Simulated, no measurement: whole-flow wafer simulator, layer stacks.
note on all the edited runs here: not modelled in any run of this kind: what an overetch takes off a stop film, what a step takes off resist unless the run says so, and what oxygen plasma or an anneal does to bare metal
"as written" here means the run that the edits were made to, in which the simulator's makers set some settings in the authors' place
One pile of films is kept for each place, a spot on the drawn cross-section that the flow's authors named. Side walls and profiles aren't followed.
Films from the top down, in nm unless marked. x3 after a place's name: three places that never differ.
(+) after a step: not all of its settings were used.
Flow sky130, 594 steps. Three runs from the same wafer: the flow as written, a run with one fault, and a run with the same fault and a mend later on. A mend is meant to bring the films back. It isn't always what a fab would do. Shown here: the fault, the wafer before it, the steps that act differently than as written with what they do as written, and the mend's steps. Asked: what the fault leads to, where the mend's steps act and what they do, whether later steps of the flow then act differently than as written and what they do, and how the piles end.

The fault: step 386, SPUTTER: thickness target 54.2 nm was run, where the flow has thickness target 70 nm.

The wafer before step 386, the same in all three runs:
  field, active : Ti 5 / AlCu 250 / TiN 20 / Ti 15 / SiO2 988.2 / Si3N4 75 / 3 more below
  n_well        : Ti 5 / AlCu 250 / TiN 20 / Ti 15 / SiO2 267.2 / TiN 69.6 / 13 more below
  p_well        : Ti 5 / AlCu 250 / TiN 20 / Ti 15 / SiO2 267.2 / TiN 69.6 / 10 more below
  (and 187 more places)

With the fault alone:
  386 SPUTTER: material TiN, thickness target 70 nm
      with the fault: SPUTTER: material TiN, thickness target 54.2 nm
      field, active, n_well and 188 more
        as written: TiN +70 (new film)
        with the fault: TiN +54.2 (new film)
  Later steps of the flow that act differently than as written (11 more steps differ only slightly, by at most 2% or 0.5 nm, whichever is larger, and aren't shown):
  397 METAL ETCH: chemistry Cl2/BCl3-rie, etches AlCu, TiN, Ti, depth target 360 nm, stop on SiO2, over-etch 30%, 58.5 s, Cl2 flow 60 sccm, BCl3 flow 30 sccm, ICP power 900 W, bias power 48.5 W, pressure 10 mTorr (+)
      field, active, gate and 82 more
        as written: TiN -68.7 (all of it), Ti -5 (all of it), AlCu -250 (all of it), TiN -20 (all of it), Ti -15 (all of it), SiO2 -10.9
        with the fault: TiN -52.9 (all of it), Ti -5 (all of it), AlCu -250 (all of it), TiN -20 (all of it), Ti -15 (all of it), SiO2 -12.5
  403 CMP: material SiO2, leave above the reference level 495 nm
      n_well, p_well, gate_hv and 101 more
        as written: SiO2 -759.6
        with the fault: SiO2 -743.8
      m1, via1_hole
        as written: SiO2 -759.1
        with the fault: SiO2 -743.3
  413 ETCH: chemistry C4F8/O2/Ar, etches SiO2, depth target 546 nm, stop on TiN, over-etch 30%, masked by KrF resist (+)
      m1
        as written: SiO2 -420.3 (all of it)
        with the fault: SiO2 -436.1 (all of it)
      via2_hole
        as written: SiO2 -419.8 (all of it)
        with the fault: SiO2 -435.6 (all of it)
  At the end the piles differ from the flow's by more than 2% or 0.5 nm, whichever is larger, at n_well, p_well, gate_hv and 103 more.
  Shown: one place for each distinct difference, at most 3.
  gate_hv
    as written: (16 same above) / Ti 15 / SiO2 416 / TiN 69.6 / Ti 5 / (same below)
    with the fault: (16 same above) / Ti 15 / SiO2 431.8 / TiN 53.8 / Ti 5 / (same below)
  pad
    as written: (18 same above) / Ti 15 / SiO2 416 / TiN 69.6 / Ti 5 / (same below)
    with the fault: (18 same above) / Ti 15 / SiO2 431.8 / TiN 53.8 / Ti 5 / (same below)
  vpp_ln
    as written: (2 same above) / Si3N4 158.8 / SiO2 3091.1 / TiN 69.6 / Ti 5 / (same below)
    with the fault: (2 same above) / Si3N4 158.8 / SiO2 3106.9 / TiN 53.8 / Ti 5 / (same below)

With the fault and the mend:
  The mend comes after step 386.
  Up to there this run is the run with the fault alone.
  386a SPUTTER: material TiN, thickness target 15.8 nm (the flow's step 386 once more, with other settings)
      field, active, n_well and 188 more
        TiN +15.8
  No later step of the flow acts differently than as written at any place that is followed.
  At the end the piles are the same as the flow's at every place that both follow.
